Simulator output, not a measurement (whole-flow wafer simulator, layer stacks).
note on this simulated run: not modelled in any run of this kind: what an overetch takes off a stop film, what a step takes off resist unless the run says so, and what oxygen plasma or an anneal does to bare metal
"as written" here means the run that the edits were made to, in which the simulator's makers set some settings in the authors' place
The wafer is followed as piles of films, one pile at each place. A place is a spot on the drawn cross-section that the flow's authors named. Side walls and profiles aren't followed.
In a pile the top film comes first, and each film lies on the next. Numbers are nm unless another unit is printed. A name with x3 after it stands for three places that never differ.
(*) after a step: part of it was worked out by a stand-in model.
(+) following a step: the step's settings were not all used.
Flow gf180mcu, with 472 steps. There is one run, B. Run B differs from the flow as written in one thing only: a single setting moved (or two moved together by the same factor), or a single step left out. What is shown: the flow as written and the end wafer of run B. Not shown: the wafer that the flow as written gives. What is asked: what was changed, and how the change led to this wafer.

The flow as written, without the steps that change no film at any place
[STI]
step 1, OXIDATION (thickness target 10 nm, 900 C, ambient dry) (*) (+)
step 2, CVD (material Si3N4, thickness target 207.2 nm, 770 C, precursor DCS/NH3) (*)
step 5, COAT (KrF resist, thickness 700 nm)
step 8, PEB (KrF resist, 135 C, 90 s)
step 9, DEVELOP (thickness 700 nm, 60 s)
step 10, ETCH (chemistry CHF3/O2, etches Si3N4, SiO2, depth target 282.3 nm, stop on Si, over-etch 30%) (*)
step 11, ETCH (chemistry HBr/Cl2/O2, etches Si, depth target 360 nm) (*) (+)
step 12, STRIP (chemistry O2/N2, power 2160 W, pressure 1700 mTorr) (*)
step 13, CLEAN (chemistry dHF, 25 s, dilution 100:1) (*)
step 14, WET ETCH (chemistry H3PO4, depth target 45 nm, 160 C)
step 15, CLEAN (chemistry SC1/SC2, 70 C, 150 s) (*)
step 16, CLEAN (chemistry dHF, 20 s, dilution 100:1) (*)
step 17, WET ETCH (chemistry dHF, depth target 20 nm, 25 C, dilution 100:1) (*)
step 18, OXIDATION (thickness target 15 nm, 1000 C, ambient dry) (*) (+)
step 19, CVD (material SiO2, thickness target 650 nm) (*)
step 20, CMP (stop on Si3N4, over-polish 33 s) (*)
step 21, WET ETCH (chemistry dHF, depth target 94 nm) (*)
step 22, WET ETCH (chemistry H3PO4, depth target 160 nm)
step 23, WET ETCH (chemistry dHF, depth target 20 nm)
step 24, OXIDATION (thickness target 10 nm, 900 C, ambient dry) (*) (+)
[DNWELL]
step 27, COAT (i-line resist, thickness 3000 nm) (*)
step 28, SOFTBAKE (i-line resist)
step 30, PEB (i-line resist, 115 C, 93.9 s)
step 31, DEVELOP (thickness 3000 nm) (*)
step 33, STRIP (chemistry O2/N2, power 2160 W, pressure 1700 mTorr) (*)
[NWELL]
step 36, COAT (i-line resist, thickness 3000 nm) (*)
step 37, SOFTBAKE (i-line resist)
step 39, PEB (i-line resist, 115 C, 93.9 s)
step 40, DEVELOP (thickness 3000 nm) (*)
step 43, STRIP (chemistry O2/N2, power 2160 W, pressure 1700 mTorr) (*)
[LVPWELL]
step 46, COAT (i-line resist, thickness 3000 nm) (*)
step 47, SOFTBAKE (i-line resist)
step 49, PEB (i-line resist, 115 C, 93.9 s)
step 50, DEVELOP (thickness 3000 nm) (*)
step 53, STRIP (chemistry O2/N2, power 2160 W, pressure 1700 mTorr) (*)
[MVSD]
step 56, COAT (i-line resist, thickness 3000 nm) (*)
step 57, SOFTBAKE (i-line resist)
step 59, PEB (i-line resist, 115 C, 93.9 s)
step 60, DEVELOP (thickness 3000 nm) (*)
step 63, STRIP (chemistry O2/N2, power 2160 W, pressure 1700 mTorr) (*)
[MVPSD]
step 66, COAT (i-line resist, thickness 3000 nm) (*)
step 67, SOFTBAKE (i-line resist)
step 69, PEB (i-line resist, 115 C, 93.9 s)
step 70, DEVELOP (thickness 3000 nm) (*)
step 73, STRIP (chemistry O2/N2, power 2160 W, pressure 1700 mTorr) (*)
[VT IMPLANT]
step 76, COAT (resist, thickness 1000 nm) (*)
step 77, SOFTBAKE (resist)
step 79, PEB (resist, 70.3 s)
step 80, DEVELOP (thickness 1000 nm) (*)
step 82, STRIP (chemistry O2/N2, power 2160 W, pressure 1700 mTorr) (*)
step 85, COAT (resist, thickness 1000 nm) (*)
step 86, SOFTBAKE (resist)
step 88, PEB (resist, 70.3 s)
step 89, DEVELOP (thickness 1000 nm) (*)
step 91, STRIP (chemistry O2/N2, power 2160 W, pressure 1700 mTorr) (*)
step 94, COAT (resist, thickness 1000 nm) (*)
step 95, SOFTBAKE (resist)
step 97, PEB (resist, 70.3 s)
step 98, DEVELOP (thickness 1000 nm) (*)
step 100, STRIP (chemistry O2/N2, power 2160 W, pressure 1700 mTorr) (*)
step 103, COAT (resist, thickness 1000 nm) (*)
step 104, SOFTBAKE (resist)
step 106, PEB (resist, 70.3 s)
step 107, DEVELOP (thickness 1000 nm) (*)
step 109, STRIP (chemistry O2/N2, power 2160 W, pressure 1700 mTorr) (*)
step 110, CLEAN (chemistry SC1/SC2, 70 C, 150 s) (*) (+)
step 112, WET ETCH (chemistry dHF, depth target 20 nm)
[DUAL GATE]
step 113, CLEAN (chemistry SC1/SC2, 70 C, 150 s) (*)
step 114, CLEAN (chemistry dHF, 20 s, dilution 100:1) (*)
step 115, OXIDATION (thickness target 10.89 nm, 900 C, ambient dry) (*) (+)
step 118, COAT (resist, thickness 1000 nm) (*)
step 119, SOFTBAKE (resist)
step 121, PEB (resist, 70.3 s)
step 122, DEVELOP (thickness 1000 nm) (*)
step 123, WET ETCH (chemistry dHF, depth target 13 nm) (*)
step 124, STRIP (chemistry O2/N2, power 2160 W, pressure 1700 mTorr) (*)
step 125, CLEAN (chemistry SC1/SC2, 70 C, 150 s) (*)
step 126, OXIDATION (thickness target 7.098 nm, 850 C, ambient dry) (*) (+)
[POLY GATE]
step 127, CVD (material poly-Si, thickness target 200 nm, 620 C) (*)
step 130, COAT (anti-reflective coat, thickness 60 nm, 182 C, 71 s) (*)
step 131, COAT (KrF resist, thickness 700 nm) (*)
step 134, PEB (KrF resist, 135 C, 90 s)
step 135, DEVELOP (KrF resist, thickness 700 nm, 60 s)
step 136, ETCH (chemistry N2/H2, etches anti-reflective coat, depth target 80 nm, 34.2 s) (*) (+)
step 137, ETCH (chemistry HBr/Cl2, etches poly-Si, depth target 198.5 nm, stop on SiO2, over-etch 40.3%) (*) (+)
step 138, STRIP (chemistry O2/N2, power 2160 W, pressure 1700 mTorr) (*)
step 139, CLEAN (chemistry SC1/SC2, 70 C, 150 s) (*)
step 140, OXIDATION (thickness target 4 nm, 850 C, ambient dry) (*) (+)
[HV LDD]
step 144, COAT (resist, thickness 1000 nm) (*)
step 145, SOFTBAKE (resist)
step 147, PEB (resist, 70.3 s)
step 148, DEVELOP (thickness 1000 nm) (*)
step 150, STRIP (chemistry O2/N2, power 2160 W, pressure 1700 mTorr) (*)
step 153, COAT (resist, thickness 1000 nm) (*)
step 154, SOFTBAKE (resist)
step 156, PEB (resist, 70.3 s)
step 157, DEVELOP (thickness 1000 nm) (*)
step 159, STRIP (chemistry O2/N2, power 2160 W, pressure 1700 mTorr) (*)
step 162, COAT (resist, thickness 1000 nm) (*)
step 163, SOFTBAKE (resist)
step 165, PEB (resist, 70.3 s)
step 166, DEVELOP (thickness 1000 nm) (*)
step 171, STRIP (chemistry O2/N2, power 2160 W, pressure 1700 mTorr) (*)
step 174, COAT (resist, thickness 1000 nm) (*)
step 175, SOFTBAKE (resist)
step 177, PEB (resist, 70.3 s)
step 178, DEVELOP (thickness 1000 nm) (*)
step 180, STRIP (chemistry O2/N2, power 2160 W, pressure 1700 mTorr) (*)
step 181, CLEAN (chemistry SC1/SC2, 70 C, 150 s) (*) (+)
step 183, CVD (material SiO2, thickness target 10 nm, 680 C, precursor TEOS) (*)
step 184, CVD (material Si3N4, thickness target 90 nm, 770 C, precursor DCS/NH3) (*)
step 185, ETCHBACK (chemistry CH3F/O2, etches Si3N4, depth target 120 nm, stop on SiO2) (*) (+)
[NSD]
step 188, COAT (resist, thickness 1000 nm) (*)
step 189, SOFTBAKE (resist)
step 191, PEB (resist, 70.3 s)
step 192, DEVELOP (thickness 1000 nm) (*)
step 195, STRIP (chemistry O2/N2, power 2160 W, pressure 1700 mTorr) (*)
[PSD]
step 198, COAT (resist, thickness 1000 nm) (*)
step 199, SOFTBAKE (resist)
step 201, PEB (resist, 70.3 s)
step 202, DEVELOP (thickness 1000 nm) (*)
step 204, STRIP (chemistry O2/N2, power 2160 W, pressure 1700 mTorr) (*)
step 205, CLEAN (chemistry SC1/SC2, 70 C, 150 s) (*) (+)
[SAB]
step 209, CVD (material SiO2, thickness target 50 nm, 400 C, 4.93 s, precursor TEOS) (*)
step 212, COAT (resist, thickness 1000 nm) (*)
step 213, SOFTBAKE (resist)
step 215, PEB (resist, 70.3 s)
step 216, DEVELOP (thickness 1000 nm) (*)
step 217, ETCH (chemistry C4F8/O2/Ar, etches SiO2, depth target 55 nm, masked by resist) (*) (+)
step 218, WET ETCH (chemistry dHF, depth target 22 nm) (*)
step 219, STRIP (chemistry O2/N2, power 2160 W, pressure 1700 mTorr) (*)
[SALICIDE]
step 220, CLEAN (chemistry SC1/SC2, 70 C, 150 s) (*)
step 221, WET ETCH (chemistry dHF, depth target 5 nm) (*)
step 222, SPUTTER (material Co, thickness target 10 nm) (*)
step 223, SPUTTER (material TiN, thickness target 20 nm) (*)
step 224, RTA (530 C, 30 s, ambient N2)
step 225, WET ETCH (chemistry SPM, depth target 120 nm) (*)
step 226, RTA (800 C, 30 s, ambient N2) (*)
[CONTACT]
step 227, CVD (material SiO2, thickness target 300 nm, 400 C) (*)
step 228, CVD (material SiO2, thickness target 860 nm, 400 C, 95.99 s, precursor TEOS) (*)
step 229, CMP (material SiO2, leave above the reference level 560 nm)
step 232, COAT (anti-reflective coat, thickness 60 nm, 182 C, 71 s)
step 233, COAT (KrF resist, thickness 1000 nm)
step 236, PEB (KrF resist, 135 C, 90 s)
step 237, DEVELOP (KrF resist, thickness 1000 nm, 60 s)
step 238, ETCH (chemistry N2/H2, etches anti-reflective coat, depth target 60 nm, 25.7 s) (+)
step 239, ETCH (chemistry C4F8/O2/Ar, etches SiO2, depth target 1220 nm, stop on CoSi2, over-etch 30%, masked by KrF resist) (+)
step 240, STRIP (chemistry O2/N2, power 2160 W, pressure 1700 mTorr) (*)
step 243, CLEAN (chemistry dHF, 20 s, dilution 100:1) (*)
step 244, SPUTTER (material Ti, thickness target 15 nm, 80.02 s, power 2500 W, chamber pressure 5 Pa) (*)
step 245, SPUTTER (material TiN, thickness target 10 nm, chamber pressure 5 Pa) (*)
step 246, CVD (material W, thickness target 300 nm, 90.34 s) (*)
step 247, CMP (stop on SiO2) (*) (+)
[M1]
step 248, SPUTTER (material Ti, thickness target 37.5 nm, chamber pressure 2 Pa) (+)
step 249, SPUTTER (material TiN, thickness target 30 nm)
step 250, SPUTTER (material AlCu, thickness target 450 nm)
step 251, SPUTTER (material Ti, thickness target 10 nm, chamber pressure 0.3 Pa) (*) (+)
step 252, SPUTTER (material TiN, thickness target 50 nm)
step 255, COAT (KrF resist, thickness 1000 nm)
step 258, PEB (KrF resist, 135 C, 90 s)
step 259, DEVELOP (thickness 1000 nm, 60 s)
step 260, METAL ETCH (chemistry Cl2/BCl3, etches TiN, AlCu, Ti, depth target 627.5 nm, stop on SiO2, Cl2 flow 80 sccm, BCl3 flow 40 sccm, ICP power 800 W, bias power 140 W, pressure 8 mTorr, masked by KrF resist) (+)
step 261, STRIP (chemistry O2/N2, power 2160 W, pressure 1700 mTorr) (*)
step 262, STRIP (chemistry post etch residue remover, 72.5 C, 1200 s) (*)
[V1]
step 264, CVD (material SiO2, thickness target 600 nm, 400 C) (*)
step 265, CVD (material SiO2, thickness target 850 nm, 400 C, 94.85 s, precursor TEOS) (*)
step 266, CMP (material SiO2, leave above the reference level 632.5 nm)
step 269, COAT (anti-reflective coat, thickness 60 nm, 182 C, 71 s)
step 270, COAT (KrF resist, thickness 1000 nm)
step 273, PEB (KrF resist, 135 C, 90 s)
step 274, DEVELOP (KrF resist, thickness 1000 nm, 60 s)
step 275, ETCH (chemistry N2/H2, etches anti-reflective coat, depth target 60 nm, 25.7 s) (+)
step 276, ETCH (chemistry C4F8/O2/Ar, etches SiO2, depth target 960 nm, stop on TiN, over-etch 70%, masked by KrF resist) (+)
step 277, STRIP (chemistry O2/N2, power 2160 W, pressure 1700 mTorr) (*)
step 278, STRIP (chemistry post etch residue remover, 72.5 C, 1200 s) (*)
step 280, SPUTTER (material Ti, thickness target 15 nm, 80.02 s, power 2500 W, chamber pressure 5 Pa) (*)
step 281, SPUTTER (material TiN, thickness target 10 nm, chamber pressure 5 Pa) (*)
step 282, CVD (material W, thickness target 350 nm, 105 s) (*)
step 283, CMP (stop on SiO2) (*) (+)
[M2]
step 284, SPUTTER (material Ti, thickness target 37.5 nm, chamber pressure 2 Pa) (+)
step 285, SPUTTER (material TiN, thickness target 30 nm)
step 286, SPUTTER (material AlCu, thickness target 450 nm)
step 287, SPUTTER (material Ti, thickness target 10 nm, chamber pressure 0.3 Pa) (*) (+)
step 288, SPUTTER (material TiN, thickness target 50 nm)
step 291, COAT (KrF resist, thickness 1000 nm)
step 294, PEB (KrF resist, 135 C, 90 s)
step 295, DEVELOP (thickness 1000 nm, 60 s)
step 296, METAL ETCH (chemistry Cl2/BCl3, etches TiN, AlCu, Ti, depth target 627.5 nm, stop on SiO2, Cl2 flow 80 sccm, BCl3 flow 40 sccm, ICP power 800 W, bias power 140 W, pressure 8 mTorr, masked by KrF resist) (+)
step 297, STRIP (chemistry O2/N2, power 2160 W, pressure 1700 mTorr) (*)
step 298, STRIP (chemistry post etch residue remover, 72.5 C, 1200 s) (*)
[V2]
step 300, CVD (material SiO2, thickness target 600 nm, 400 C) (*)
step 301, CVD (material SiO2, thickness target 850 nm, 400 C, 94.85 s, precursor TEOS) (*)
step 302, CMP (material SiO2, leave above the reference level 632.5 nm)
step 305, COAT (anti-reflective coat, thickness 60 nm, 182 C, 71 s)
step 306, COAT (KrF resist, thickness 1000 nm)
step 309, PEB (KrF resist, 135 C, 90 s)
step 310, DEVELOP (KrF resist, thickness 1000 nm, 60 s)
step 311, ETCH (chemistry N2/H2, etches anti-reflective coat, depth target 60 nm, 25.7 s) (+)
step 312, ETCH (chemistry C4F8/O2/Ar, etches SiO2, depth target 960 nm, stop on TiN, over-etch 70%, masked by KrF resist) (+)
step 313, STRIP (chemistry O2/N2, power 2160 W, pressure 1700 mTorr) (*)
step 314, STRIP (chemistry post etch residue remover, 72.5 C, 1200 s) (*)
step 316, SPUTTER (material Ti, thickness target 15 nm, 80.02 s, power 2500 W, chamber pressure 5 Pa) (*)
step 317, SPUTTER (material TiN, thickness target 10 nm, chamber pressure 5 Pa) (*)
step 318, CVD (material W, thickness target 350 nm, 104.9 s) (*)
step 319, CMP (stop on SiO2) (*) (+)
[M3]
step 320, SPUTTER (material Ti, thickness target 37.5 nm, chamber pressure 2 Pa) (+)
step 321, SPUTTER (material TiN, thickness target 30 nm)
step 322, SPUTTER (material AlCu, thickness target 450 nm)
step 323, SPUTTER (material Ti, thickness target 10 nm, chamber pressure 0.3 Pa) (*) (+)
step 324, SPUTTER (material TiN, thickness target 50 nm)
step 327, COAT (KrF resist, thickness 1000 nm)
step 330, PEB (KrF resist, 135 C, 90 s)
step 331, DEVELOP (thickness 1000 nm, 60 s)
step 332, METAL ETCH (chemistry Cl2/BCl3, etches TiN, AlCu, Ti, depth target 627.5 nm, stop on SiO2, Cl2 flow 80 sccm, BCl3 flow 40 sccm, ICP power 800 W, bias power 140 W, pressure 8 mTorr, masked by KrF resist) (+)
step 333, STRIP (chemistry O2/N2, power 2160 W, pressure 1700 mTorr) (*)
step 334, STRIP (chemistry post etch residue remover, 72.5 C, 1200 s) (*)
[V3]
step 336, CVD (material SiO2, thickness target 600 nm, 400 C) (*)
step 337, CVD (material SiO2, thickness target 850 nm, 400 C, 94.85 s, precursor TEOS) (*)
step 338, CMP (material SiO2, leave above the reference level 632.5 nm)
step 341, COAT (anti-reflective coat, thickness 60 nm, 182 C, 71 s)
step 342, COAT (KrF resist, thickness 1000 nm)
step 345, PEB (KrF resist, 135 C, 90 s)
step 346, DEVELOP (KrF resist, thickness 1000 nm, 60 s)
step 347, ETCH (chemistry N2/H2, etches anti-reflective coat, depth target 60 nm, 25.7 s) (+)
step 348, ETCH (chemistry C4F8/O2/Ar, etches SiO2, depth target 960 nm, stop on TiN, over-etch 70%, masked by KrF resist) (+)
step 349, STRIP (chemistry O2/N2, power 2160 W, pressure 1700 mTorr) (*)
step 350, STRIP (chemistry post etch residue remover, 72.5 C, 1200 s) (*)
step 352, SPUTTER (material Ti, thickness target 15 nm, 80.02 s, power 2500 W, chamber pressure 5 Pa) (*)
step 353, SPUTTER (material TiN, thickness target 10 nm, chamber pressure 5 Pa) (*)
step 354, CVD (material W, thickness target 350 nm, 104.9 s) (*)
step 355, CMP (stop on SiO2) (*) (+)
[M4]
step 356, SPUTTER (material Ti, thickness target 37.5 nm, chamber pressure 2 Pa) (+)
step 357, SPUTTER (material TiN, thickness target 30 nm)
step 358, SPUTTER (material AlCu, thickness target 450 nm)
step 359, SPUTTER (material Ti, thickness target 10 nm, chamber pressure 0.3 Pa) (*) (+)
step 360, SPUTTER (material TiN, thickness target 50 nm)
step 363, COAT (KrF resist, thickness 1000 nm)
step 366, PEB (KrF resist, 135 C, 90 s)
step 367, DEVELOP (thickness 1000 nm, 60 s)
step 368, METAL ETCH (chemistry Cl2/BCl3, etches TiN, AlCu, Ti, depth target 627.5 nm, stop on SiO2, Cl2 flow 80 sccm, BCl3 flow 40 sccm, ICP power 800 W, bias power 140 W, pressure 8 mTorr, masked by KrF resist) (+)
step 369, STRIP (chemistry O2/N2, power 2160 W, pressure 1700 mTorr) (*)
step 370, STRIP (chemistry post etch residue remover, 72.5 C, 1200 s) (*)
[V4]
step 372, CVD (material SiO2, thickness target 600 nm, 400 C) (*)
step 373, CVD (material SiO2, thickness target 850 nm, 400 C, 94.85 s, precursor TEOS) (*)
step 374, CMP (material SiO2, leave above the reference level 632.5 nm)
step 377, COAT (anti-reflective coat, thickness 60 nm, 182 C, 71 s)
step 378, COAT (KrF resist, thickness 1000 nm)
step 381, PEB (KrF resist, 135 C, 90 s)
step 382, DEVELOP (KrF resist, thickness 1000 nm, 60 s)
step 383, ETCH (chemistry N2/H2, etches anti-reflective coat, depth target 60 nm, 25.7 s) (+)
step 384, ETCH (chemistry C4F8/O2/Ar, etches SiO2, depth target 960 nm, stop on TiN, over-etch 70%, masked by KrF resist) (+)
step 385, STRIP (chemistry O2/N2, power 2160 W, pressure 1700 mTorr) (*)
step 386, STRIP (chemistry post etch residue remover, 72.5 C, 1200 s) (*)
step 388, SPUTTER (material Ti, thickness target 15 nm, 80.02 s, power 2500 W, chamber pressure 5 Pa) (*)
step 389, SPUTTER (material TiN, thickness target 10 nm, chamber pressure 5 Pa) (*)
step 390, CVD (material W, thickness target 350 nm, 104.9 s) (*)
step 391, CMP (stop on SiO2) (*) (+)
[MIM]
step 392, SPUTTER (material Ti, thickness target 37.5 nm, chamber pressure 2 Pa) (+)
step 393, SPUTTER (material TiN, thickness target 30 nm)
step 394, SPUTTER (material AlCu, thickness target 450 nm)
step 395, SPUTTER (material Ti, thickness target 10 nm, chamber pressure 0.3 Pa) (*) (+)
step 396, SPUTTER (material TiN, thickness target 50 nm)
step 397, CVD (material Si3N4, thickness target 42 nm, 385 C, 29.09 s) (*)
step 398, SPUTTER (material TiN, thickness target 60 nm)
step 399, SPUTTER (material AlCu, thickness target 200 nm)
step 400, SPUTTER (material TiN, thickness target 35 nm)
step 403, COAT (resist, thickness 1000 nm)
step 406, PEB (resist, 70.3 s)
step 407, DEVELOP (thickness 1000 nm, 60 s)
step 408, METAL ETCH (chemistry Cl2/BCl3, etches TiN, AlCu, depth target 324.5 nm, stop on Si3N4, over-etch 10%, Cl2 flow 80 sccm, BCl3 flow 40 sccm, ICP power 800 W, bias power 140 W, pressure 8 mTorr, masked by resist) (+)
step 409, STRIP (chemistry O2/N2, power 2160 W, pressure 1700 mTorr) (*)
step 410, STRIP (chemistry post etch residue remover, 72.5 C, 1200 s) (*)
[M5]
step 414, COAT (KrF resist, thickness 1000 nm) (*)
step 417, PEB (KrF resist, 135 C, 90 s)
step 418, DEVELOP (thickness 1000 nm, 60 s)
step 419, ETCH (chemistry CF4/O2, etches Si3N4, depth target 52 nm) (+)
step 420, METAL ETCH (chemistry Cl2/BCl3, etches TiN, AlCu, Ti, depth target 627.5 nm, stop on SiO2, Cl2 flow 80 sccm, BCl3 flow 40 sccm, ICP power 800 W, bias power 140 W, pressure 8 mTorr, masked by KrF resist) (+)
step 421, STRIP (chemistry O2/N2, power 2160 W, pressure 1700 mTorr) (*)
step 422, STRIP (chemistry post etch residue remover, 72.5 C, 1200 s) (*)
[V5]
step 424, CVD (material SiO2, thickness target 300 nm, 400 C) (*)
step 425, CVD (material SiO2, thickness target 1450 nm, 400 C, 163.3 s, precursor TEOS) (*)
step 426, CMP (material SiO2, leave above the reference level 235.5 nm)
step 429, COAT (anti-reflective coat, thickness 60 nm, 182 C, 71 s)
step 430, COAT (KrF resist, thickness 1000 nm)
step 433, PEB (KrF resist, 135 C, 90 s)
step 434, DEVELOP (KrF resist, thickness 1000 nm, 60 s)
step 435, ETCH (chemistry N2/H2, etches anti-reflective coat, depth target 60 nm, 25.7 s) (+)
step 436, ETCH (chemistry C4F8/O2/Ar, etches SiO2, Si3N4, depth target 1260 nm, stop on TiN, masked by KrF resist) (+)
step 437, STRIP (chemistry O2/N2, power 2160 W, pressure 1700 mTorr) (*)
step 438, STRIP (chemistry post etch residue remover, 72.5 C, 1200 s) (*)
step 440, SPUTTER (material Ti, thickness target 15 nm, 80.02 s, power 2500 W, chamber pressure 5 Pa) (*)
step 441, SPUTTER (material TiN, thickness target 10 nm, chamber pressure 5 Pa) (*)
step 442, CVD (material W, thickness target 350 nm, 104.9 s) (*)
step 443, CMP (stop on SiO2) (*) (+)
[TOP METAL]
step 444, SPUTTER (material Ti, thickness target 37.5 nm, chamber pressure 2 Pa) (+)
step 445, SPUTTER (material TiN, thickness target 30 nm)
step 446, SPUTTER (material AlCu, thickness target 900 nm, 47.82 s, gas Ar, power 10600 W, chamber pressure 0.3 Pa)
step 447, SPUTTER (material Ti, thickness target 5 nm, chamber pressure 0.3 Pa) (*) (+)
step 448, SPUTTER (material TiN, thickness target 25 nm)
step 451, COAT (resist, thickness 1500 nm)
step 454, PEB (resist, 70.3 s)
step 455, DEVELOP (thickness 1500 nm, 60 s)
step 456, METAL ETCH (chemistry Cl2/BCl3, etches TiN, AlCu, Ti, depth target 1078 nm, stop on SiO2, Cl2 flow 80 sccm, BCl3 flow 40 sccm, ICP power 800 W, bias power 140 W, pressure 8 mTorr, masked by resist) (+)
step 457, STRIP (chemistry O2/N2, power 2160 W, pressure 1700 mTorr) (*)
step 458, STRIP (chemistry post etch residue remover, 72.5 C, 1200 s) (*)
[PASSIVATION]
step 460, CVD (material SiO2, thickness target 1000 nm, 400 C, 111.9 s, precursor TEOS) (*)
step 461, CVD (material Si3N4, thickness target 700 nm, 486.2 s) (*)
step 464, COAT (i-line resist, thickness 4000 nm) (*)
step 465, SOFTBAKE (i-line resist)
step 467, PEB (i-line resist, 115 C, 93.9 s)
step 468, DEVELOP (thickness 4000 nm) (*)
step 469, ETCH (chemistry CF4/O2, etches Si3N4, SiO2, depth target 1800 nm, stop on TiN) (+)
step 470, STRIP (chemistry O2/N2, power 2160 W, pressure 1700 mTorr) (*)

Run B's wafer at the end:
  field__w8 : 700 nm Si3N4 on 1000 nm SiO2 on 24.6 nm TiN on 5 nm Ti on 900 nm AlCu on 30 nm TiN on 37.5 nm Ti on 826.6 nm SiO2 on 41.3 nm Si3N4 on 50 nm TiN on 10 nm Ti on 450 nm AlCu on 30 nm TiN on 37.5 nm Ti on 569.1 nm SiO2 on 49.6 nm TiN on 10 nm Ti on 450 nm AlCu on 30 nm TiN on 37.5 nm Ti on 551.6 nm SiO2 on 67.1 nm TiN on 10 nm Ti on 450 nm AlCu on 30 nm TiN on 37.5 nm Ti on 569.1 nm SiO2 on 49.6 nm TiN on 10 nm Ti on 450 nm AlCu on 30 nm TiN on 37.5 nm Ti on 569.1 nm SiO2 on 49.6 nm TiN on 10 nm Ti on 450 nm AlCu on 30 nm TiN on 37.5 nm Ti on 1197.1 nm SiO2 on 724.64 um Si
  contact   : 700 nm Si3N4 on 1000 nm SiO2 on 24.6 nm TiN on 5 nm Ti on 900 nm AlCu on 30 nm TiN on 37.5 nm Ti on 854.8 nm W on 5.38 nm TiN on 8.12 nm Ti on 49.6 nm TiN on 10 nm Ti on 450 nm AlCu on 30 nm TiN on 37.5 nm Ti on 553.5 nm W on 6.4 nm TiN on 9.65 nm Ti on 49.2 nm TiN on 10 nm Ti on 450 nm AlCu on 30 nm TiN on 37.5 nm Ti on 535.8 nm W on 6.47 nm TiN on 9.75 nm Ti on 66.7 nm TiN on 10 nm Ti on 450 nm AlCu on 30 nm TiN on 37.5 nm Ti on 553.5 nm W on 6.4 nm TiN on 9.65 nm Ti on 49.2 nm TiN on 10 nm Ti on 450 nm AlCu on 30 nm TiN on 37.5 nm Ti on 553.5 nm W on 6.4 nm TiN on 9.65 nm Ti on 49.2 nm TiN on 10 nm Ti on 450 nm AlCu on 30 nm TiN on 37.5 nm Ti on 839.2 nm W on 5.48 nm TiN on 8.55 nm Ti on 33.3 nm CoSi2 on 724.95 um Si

What caused this: step 324, SPUTTER: thickness target 67.5 nm was run, while the flow as written has thickness target 50 nm.

The path from the change to this, step by step:
  step 324, SPUTTER (material TiN, thickness target 50 nm)
      field, field__w1, field__w2 and 108 more: TiN gains 67.5 (new film) (it would be, as written: TiN gains 50 (new film))
  step 332, METAL ETCH (chemistry Cl2/BCl3, etches TiN, AlCu, Ti, depth target 627.5 nm, stop on SiO2, Cl2 flow 80 sccm, BCl3 flow 40 sccm, ICP power 800 W, bias power 140 W, pressure 8 mTorr, masked by KrF resist) (+)
      field, field__w1, field__w2 and 103 more: TiN loses 67.5 (all of it), Ti loses 10 (all of it), AlCu loses 450 (all of it), TiN loses 30 (all of it), Ti loses 37.5 (all of it) (it would be, as written: TiN loses 50 (all of it), Ti loses 10 (all of it), AlCu loses 450 (all of it), TiN loses 30 (all of it), Ti loses 37.5 (all of it))
  step 348, ETCH (chemistry C4F8/O2/Ar, etches SiO2, depth target 960 nm, stop on TiN, over-etch 70%, masked by KrF resist) (+)
      contact: SiO2 loses 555 (all of it) (it would be, as written: SiO2 loses 572.5 (all of it))
